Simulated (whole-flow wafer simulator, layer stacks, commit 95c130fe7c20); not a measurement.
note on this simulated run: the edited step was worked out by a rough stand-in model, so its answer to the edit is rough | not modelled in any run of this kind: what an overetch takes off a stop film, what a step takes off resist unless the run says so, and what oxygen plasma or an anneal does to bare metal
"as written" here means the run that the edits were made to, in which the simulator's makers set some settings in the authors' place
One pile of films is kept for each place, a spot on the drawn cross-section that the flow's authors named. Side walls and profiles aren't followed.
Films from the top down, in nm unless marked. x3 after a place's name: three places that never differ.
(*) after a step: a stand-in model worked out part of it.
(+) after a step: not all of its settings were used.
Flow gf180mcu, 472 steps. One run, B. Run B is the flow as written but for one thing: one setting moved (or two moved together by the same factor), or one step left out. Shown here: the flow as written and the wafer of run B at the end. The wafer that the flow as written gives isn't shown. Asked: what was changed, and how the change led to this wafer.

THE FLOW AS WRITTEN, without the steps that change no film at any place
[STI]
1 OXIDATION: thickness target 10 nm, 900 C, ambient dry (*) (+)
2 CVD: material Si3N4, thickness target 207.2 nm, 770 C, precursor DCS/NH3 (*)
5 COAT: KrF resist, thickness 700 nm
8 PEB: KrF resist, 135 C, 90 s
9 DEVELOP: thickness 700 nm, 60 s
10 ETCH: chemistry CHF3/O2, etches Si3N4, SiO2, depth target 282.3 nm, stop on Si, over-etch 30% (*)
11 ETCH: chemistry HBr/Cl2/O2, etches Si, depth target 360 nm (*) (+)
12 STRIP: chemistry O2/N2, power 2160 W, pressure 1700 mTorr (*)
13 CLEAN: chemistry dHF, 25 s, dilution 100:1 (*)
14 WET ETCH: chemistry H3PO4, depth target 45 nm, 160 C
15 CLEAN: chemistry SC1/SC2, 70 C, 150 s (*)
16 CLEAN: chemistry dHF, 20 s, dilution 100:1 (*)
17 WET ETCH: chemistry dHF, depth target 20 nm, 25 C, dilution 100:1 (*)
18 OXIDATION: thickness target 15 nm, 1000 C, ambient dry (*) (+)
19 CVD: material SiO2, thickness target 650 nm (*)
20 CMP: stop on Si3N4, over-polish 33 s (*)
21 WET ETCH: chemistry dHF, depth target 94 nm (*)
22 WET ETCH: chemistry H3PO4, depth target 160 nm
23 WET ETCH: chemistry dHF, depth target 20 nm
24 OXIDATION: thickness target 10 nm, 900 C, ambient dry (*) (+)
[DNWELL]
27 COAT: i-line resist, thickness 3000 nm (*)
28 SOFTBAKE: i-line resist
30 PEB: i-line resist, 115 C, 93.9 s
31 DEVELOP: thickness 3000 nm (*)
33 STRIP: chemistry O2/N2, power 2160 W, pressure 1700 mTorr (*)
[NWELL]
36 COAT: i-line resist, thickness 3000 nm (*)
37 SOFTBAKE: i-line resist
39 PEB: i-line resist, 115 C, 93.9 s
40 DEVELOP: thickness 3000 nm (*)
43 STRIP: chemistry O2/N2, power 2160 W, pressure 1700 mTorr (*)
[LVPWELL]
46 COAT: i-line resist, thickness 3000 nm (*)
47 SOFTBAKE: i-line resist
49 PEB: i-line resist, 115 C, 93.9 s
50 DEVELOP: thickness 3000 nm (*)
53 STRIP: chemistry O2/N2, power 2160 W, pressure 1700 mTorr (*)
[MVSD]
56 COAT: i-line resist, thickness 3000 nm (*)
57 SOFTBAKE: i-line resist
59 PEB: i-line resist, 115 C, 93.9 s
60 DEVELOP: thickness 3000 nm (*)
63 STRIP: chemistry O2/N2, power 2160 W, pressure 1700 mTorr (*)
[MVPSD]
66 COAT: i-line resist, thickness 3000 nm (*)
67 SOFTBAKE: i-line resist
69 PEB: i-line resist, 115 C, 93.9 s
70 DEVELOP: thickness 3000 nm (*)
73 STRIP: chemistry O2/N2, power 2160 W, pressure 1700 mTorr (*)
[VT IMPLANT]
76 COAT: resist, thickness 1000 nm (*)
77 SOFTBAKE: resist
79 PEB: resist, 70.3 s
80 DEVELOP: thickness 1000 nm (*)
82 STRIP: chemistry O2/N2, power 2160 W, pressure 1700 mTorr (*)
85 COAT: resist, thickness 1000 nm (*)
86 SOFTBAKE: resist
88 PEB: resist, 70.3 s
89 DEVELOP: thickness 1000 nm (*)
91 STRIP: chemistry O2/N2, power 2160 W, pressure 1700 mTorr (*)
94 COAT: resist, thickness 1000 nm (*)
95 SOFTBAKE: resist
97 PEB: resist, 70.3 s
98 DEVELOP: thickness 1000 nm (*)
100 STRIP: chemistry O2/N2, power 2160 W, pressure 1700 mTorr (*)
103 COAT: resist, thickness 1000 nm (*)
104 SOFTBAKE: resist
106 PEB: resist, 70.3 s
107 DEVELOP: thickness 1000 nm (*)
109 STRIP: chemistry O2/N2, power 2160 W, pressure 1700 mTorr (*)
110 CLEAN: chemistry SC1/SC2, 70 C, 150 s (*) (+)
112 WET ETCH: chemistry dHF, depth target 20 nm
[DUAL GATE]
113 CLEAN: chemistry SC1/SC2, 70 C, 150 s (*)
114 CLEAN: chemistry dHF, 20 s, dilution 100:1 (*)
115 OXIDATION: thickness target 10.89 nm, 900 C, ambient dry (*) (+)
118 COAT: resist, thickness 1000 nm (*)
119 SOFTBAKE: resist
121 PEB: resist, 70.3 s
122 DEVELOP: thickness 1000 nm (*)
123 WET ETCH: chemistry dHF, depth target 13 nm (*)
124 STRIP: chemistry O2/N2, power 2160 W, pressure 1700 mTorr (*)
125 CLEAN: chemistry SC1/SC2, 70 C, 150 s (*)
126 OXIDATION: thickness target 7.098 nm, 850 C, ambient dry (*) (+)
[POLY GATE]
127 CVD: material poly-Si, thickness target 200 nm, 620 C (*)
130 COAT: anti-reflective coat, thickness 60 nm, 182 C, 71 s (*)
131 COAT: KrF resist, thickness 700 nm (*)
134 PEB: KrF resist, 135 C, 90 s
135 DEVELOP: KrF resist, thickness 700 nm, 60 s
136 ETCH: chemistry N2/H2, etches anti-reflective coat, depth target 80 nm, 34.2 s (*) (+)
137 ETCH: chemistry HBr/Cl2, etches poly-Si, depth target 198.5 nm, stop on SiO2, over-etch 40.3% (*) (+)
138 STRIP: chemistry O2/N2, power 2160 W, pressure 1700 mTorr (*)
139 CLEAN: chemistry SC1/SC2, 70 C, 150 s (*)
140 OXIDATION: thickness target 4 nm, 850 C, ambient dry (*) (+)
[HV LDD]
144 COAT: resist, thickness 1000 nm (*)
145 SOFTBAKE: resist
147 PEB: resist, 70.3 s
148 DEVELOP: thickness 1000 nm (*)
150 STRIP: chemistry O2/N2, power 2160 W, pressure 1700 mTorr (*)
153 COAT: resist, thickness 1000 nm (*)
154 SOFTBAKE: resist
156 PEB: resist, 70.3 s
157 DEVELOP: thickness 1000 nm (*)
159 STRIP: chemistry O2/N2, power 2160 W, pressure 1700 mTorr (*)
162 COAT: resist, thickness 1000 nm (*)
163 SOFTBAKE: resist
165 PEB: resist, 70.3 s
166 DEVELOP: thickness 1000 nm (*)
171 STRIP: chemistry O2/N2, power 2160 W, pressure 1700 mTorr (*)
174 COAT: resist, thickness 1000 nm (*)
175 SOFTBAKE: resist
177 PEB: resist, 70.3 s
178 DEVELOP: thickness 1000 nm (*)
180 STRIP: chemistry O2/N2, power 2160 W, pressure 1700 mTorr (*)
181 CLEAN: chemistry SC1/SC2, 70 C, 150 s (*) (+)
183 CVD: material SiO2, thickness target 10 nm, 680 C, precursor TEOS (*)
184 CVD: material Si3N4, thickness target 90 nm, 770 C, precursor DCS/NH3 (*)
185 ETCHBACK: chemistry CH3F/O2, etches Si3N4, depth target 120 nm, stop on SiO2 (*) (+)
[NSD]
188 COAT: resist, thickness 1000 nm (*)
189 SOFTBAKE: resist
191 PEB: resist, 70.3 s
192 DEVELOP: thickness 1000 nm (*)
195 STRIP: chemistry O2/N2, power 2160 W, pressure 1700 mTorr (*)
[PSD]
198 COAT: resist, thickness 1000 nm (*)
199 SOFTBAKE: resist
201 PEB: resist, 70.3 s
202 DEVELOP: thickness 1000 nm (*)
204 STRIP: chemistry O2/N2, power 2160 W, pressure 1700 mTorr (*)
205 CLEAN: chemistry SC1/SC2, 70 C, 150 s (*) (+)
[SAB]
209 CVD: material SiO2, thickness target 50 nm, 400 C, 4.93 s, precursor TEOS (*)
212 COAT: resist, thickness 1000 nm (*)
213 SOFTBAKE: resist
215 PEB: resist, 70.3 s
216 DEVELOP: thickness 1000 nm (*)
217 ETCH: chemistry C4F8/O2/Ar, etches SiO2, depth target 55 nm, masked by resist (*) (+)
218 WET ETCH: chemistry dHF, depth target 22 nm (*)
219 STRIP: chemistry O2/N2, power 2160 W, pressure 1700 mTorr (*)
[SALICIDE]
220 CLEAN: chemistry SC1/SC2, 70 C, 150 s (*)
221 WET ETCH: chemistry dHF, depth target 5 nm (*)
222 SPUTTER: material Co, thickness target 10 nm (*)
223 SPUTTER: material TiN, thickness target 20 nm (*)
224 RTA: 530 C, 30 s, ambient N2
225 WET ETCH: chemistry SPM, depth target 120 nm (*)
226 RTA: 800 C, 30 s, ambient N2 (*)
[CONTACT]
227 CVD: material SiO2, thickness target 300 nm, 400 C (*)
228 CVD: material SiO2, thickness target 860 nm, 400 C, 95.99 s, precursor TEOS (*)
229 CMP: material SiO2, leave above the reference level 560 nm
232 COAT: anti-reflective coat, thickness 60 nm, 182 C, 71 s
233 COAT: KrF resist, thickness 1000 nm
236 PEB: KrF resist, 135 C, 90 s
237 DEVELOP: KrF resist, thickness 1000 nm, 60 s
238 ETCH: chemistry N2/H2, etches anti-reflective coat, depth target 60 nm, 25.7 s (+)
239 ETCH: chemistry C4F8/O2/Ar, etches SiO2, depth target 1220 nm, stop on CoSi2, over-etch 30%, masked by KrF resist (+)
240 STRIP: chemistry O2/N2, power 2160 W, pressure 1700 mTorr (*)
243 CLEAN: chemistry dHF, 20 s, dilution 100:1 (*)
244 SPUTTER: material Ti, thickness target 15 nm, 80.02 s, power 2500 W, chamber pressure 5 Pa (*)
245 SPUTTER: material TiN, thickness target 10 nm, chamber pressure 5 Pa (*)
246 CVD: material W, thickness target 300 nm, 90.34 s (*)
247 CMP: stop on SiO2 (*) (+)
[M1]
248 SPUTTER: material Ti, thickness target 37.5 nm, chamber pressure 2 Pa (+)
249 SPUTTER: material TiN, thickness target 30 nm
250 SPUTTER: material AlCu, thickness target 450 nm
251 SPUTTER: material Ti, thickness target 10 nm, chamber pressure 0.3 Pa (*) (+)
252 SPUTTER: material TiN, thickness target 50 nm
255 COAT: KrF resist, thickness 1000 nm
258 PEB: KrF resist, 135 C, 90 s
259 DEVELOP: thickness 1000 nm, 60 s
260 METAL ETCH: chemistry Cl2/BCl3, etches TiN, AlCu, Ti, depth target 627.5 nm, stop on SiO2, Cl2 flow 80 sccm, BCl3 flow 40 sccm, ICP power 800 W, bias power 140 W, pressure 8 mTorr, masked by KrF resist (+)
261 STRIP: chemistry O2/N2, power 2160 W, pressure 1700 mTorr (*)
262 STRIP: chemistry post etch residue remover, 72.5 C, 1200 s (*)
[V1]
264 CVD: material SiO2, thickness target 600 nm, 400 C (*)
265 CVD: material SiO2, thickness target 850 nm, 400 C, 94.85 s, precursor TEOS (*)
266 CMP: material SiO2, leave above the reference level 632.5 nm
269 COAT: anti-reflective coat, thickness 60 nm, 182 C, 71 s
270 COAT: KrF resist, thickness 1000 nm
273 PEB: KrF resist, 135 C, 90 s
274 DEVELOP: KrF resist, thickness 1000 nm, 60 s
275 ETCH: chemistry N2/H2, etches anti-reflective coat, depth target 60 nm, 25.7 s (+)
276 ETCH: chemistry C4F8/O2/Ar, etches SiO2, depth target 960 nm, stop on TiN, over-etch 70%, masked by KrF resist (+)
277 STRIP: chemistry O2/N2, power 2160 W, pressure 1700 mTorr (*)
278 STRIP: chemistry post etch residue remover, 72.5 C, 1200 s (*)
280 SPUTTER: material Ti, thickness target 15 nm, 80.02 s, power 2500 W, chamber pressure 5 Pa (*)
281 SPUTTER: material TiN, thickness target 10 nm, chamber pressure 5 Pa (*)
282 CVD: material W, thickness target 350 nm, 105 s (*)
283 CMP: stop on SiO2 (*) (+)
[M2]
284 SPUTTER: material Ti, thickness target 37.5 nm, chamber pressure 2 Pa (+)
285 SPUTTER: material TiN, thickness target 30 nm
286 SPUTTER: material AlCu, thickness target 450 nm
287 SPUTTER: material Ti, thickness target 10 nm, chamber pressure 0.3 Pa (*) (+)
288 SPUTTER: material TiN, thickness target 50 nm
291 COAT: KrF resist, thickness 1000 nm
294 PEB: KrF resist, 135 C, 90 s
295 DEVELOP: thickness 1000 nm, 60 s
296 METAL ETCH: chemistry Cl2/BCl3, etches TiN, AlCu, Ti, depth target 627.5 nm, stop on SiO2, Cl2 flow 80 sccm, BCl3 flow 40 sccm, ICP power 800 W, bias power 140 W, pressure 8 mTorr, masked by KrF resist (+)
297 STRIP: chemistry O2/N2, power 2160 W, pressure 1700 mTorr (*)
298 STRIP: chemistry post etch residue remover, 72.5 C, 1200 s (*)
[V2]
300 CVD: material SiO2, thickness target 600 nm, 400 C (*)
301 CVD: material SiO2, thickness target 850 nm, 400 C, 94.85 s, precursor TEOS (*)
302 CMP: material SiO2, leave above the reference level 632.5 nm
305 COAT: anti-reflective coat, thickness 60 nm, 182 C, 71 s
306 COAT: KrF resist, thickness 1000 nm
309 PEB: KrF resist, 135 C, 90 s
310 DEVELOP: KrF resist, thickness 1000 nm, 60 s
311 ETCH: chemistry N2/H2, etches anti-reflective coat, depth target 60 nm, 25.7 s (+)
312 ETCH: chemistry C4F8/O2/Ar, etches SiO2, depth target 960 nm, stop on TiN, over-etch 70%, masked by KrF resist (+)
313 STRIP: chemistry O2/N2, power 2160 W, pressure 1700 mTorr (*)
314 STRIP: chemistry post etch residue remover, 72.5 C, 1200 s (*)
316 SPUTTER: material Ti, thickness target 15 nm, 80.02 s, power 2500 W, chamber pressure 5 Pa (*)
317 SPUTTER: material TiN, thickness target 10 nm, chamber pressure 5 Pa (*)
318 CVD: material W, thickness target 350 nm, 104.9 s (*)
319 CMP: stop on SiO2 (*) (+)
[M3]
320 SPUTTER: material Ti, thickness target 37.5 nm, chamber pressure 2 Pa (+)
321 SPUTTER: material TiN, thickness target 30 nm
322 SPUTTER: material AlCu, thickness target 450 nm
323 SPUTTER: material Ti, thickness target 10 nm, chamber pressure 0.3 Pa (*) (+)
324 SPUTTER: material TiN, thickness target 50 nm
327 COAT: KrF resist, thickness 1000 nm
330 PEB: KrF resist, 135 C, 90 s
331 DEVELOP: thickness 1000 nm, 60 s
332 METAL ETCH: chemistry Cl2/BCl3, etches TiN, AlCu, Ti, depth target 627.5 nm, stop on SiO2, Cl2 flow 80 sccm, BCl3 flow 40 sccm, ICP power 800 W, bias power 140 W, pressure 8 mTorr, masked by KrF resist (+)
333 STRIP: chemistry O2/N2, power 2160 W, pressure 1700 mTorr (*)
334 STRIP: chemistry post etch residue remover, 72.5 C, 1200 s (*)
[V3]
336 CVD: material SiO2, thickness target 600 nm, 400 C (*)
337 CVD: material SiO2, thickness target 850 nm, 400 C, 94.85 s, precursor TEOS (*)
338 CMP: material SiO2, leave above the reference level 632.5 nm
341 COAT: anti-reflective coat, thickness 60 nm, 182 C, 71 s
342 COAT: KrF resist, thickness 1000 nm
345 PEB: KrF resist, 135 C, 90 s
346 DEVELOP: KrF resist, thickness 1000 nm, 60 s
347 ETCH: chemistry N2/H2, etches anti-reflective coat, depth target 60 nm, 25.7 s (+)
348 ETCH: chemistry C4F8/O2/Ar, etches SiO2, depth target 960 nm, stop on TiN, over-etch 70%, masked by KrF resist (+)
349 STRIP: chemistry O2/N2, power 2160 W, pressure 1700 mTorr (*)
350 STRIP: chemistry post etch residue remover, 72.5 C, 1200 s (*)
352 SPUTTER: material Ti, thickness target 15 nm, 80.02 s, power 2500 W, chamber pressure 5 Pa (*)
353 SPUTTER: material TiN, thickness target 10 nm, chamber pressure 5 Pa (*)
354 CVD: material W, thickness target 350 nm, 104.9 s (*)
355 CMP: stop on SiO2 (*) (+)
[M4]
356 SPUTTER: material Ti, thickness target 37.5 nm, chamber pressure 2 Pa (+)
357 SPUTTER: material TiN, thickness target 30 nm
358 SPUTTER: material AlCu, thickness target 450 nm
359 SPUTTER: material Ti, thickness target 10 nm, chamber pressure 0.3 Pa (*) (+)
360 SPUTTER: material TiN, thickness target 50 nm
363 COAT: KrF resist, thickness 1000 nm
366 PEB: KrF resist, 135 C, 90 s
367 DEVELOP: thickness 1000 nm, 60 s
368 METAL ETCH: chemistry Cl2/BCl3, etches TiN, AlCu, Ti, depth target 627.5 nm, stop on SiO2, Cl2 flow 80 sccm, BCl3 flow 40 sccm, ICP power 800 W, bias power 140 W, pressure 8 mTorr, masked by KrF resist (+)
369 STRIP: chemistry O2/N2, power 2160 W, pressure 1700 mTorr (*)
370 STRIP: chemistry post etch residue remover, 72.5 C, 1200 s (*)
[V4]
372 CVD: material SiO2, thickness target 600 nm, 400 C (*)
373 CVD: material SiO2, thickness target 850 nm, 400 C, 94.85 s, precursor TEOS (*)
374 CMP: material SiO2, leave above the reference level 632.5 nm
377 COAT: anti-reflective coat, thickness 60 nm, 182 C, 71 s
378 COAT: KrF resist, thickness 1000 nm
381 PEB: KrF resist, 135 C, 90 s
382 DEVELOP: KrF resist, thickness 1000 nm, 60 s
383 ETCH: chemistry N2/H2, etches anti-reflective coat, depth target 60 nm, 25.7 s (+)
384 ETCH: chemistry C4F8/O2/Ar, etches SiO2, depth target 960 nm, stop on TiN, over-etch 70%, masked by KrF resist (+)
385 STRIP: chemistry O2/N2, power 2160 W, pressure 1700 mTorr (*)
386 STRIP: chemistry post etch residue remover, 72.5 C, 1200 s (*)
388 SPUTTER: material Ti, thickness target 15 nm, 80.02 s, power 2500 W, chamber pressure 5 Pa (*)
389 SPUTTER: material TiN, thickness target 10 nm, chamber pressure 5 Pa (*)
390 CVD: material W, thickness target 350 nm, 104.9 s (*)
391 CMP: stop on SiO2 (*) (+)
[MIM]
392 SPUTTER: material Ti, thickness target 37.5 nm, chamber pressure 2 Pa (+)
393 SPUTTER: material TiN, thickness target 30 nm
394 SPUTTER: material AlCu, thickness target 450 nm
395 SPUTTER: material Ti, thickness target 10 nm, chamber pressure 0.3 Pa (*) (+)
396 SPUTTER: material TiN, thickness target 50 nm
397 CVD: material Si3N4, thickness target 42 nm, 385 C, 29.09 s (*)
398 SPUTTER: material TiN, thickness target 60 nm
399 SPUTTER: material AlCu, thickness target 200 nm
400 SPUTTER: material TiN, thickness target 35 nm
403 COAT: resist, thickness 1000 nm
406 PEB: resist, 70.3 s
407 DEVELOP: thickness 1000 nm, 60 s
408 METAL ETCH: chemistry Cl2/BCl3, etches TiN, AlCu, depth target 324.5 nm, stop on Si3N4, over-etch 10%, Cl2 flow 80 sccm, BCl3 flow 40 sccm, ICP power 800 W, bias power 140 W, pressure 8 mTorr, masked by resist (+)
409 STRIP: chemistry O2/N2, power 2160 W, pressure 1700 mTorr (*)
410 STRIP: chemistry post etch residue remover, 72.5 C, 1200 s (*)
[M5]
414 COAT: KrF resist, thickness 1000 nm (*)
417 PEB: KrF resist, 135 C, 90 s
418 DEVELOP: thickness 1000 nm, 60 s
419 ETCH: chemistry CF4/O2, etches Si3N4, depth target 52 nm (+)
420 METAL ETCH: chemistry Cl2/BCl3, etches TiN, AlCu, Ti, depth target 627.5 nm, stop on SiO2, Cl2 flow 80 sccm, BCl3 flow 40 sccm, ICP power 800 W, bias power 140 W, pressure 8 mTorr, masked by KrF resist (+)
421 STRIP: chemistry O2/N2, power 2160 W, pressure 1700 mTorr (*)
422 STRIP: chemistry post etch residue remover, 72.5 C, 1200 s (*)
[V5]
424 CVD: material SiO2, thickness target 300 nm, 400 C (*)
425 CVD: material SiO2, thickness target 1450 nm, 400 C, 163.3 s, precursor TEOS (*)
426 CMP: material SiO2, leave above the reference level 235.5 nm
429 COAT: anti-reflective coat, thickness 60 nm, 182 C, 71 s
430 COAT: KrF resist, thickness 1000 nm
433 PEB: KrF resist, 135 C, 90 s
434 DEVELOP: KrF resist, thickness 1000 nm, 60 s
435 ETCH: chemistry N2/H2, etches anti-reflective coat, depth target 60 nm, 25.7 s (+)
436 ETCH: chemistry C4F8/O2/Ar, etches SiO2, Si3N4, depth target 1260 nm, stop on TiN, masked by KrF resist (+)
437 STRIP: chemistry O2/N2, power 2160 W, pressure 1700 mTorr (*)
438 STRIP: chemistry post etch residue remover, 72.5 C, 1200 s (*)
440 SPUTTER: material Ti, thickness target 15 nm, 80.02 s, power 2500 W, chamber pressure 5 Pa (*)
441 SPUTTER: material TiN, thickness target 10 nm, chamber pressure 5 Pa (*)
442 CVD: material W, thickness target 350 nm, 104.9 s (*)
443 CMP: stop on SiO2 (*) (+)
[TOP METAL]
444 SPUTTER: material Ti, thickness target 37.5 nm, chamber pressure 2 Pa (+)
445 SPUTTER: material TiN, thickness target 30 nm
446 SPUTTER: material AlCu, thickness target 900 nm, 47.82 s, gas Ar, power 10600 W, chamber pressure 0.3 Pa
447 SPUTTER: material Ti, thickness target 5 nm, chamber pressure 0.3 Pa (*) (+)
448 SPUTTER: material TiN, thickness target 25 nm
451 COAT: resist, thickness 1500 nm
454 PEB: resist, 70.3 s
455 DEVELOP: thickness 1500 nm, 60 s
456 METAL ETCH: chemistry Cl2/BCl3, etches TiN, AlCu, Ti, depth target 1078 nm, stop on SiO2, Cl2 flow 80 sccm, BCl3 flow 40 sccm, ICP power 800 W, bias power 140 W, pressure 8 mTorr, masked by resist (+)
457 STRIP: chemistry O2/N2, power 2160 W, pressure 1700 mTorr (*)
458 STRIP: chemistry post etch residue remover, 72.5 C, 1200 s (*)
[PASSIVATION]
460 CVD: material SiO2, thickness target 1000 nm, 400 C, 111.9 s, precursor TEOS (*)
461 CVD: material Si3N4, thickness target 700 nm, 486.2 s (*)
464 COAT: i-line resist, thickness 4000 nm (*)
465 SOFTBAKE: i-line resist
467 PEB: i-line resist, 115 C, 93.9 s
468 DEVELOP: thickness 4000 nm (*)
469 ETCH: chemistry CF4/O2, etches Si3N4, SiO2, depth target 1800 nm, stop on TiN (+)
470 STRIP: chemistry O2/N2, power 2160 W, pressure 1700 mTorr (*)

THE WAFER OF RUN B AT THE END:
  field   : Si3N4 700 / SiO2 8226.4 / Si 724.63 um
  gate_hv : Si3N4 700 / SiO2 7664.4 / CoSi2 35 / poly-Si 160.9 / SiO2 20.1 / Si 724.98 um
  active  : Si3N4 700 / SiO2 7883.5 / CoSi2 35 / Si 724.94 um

The cause: step 115, OXIDATION: thickness target 17.31 nm was run, where the flow has thickness target 10.89 nm.

How the change led to this, step by step:
  115 OXIDATION: thickness target 10.89 nm, 900 C, ambient dry (*) (+)
      active, n_well, p_well and 40 more: SiO2 +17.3 (new film), Si -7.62 (as written it would be: SiO2 +10.9 (new film), Si -4.79)
      sti, mim_1p0, pad and 19 more: SiO2 +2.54, Si -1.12 (as written it would be: SiO2 +1.22, Si -0.54)
      (and at 27 more places)
  123 WET ETCH: chemistry dHF, depth target 13 nm (*)
      active, n_well, p_well and 12 more: SiO2 -13 (as written it would be: SiO2 -10.9 (all of it))
  124 STRIP: chemistry O2/N2, power 2160 W, pressure 1700 mTorr (*)
      active, n_well, p_well and 12 more: nothing (as written it would be: chemical SiO2 +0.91 (new film), Si -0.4)
  126 OXIDATION: thickness target 7.098 nm, 850 C, ambient dry (*) (+)
      active, n_well, p_well and 12 more: SiO2 +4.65, Si -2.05 (as written it would be: SiO2 +7.1 (new film), chemical SiO2 -0.76 (all of it), Si -2.79)
      gate_hv, active_hv, active_nat and 25 more: SiO2 +3.16, Si -1.39 (as written it would be: SiO2 +3.72, Si -1.64)
  130 COAT: anti-reflective coat, thickness 60 nm, 182 C, 71 s (*)
      ldn_fp, ldp_fp: anti-reflective coat +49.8 (new film) (as written it would be: anti-reflective coat +48.5 (new film))
      ldn_dft, ldp_dft: anti-reflective coat +50 (new film) (as written it would be: anti-reflective coat +48.7 (new film))
      (and at 9 more places)
  136 ETCH: chemistry N2/H2, etches anti-reflective coat, depth target 80 nm, 34.2 s (*) (+)
      ldn_dft, ldp_dft: anti-reflective coat -50 (all of it), poly-Si -1.39 (as written it would be: anti-reflective coat -48.7 (all of it), poly-Si -1.42)
      field__w6: anti-reflective coat -56.7 (all of it), poly-Si -1.21 (as written it would be: anti-reflective coat -55.2 (all of it), poly-Si -1.25)
      (and at 5 more places)
  138 STRIP: chemistry O2/N2, power 2160 W, pressure 1700 mTorr (*)
      ld_fp_n: chemical SiO2 +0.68 (new film), KrF resist -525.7 (all of it), anti-reflective coat -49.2 (all of it), poly-Si -0.3 (as written it would be: chemical SiO2 +0.68 (new film), KrF resist -525.6 (all of it), anti-reflective coat -48.1 (all of it), poly-Si -0.3)
      ld_fp_p: chemical SiO2 +0.68 (new film), KrF resist -525.9 (all of it), anti-reflective coat -49.3 (all of it), poly-Si -0.3 (as written it would be: chemical SiO2 +0.68 (new film), KrF resist -526.2 (all of it), anti-reflective coat -47.8 (all of it), poly-Si -0.3)
      (and at 3 more places)
  189 SOFTBAKE: resist
      field__w9: resist -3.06 (as written it would be: resist +6.92)
      active_nat: resist +9.35 (as written it would be: resist +5.49)
  199 SOFTBAKE: resist
      field__w9: resist -3.06 (as written it would be: resist +6.92)
      active_nat: resist +9.35 (as written it would be: resist +5.49)
  218 WET ETCH: chemistry dHF, depth target 22 nm (*)
      active, p_well, sd_n, iso_ptap_pw, iso_ntap_nw, iso_ptap_sub, vpnp_e: SiO2 -10.5 (all of it) (as written it would be: SiO2 -9.01 (all of it))
      ldn_tap, ldn_src, ldn_drn, ldp_tap, ldp_src, ldp_drn, ldp_gr: SiO2 -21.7 (all of it) (as written it would be: SiO2 -16 (all of it))
      (and at 9 more places)
